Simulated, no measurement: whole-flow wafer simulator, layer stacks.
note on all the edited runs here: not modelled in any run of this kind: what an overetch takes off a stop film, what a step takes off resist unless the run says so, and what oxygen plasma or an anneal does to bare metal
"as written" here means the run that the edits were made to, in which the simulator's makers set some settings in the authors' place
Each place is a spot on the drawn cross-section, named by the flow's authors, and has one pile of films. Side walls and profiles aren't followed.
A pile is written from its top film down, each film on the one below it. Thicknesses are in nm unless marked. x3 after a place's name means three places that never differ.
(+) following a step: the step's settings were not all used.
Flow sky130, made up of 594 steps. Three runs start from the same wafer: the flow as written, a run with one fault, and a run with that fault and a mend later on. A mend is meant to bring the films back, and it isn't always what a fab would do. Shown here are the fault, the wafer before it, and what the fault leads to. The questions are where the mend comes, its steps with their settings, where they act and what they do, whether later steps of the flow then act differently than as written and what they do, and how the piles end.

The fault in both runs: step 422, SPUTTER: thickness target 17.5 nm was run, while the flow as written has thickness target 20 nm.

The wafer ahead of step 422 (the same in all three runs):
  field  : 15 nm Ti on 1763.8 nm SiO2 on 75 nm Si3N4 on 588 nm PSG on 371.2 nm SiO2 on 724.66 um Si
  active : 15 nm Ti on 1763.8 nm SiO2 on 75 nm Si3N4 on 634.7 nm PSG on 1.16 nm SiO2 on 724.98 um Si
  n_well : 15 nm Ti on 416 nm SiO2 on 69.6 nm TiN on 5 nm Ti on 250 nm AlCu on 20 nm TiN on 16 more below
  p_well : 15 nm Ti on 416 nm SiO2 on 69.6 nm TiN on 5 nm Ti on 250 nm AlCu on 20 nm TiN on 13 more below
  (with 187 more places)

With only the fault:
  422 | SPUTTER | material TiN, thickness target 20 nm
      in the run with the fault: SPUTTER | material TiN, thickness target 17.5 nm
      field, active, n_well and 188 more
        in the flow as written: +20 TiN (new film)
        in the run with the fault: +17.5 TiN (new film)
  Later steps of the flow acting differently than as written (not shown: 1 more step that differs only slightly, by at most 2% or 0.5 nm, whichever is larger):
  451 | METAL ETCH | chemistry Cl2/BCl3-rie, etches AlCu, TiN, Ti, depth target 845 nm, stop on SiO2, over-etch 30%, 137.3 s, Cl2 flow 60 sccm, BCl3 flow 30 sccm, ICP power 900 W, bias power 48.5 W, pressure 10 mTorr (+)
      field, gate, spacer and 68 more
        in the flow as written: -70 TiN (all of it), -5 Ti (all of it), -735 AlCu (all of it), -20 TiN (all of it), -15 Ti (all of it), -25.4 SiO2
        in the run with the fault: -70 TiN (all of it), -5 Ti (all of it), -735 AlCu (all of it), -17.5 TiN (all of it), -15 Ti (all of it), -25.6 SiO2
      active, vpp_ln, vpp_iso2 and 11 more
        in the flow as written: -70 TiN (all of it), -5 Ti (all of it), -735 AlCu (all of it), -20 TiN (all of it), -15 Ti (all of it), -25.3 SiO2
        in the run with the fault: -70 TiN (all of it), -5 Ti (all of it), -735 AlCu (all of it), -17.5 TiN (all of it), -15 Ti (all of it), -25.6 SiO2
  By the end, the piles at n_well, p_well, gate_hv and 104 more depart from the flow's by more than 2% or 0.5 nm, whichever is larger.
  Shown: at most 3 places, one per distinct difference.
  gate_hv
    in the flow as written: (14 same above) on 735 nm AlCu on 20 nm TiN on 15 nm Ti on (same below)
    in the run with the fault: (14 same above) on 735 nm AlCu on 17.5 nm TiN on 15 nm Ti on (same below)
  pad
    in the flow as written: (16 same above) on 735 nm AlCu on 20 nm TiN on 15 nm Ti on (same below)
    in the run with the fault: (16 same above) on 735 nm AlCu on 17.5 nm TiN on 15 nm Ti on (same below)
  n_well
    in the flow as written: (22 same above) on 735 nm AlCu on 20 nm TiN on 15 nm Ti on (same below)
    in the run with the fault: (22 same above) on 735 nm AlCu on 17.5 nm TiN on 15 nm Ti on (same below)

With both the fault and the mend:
  After step 422 comes the mend.
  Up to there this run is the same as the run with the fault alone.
  422a | SPUTTER | material TiN, thickness target 2.5 nm (a further turn of the flow's step 422, with different settings)
      field, active, n_well and 188 more
        +2.5 TiN
  None of the later steps of the flow acts differently than as written at any place that is followed.
  By the end, the piles equal the flow's at every place that both follow.
